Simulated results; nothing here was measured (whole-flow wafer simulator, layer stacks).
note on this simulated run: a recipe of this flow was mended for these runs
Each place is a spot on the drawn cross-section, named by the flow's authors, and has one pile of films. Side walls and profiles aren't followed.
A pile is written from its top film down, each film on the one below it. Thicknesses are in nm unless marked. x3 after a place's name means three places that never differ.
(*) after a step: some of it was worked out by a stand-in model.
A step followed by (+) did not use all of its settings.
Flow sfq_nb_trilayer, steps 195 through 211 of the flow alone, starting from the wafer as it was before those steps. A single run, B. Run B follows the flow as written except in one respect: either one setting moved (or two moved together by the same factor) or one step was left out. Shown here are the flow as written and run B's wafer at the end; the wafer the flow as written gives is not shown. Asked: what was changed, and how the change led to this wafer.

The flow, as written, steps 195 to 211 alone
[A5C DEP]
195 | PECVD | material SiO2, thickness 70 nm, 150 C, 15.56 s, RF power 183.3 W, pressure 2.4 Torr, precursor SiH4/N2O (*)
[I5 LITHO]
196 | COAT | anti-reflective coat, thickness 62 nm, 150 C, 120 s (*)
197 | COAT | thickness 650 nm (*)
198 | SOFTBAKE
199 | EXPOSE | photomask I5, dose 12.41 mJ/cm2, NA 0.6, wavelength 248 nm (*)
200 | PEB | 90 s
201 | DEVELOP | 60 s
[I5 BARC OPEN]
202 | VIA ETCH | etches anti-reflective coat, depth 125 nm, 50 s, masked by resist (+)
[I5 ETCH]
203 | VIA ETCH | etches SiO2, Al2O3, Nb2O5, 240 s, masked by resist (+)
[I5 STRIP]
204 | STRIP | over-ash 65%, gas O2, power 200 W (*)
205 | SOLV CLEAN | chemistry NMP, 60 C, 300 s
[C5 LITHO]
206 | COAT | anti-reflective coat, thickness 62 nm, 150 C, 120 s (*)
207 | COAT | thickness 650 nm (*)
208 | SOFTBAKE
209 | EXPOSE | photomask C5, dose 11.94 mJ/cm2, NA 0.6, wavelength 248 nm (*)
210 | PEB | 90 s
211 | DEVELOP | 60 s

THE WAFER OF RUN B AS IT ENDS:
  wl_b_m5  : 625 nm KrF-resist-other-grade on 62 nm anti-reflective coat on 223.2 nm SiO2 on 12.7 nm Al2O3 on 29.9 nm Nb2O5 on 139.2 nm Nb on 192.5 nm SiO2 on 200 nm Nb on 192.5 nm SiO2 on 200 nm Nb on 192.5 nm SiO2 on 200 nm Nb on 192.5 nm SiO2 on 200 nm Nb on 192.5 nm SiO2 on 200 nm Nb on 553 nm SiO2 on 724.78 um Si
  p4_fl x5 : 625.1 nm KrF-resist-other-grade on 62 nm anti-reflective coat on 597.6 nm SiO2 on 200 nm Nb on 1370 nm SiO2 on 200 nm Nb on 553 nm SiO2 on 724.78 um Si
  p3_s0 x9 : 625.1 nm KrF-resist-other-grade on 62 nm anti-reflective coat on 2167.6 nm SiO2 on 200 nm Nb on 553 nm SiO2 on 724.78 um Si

The reason: step 195, PECVD: thickness 78.4 nm was run, though the flow has thickness 70 nm; step 195, PECVD: 17.42 s was run, where the flow has 15.56 s.

The path from the change to this, step by step:
  195 | PECVD | material SiO2, thickness 70 nm, 150 C, 15.56 s, RF power 183.3 W, pressure 2.4 Torr, precursor SiH4/N2O (*)
      field_l, v_sur, via_wl and 92 more: SiO2 gains 78.4 (in the flow as written it would be: SiO2 gains 70)
      ce_l, c5j, ce_r and 8 more: SiO2 gains 78.4 (new film) (in the flow as written it would be: SiO2 gains 70 (new film))
  203 | VIA ETCH | etches SiO2, Al2O3, Nb2O5, 240 s, masked by resist (+)
      be: SiO2 loses 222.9 (all of it), Al2O3 loses 12.7 (all of it), Nb2O5 loses 29.9 (all of it), Nb loses 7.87 (in the flow as written it would be: SiO2 loses 214.5 (all of it), Al2O3 loses 12.7 (all of it), Nb2O5 loses 29.9 (all of it), Nb loses 8.57)
